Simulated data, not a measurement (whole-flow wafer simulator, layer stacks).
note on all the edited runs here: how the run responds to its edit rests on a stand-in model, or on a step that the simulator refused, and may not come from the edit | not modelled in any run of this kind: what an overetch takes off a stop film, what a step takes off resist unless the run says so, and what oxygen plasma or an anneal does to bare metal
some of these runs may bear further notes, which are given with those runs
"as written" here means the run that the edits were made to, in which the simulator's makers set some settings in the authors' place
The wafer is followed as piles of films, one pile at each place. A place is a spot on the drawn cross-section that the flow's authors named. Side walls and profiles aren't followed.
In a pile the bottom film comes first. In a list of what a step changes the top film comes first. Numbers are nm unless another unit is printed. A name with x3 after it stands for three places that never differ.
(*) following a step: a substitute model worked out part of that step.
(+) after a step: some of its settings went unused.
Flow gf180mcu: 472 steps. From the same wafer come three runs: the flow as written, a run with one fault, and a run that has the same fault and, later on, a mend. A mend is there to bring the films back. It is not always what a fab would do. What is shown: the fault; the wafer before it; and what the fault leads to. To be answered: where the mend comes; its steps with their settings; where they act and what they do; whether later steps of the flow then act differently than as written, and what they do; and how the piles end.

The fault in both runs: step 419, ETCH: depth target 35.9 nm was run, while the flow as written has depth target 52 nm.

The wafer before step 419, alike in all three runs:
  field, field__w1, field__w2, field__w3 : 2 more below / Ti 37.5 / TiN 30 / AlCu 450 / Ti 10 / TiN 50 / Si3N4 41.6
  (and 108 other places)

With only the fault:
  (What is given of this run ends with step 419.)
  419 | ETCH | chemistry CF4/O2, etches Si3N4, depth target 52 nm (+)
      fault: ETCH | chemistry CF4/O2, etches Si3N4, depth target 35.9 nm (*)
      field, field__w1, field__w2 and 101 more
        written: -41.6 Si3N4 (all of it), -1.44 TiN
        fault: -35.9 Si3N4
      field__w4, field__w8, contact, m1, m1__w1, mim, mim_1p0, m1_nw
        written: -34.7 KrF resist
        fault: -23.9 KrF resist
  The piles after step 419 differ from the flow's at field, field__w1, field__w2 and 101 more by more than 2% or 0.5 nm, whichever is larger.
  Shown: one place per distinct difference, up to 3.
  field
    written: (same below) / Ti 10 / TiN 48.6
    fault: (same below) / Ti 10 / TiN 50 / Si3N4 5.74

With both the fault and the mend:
  After step 419 comes the mend.
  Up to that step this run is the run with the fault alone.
  419a | ETCH | chemistry CF4/O2, etches Si3N4, depth target 16.1 nm (*) (+) (the flow's step 419, run once more with other settings)
      field, field__w1, field__w2 and 101 more
        -5.74 Si3N4 (all of it), -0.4 TiN
      field__w4, field__w8, contact, m1, m1__w1, mim, mim_1p0, m1_nw
        -5.74 KrF resist
  Steps further on in the flow that do not act as written (1 more step, not shown, differs only slightly: by at most 2% or 0.5 nm, whichever is larger):
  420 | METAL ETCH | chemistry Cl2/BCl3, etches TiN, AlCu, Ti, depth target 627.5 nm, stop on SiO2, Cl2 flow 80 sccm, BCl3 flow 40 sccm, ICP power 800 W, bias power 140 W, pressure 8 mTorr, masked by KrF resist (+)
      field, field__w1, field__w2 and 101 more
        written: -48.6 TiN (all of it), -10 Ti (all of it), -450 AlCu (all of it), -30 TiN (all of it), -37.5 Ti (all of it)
        mend: -49.6 TiN (all of it), -10 Ti (all of it), -450 AlCu (all of it), -30 TiN (all of it), -37.5 Ti (all of it)
  At every place that both follow, the piles at the end match the flow's.
